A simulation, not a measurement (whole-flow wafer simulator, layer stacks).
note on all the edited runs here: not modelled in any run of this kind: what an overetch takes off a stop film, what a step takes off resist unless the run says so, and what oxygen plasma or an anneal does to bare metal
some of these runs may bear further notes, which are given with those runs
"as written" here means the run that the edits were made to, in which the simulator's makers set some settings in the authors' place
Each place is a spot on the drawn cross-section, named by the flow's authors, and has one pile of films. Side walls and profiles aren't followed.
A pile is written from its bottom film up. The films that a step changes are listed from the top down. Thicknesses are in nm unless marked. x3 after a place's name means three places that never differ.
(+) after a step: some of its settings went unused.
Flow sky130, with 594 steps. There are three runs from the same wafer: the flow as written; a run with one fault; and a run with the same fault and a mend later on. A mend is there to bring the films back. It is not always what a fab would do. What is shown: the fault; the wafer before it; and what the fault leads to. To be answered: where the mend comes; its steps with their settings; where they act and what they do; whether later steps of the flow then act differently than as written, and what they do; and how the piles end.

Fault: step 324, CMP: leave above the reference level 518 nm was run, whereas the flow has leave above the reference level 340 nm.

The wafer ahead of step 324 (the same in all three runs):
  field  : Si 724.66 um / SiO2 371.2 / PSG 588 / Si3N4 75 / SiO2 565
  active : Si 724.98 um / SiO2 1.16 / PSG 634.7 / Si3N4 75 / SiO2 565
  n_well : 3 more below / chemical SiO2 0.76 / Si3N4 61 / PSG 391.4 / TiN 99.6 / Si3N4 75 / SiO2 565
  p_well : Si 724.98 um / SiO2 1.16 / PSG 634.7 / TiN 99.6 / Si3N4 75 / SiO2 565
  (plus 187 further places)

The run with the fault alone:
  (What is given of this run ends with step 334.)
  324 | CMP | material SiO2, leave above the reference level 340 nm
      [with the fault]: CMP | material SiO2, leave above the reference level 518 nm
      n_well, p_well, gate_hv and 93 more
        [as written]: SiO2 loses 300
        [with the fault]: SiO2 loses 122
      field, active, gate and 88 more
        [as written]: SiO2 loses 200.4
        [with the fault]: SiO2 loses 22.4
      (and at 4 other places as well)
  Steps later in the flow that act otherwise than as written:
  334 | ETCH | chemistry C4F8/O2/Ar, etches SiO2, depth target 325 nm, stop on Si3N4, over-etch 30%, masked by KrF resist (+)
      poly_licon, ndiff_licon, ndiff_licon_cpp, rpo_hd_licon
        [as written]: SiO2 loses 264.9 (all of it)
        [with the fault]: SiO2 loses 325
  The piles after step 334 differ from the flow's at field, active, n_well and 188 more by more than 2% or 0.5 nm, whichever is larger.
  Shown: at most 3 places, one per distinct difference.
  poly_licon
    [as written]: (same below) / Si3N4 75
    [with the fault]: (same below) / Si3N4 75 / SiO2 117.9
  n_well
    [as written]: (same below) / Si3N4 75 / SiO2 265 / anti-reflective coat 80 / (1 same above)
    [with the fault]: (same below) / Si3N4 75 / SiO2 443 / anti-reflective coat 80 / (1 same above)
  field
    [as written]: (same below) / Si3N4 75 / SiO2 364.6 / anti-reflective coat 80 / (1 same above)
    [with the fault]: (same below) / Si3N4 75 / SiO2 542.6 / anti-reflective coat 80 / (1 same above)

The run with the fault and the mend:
  The mend follows step 324.
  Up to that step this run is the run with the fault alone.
  324a | CMP | material SiO2, leave above the reference level 340 nm (the flow's step 324 again)
      field, active, n_well and 188 more
        SiO2 loses 178
  Every later step of the flow that is run acts as written at every place that is followed.
  At every place that both follow, the piles at the end match the flow's.
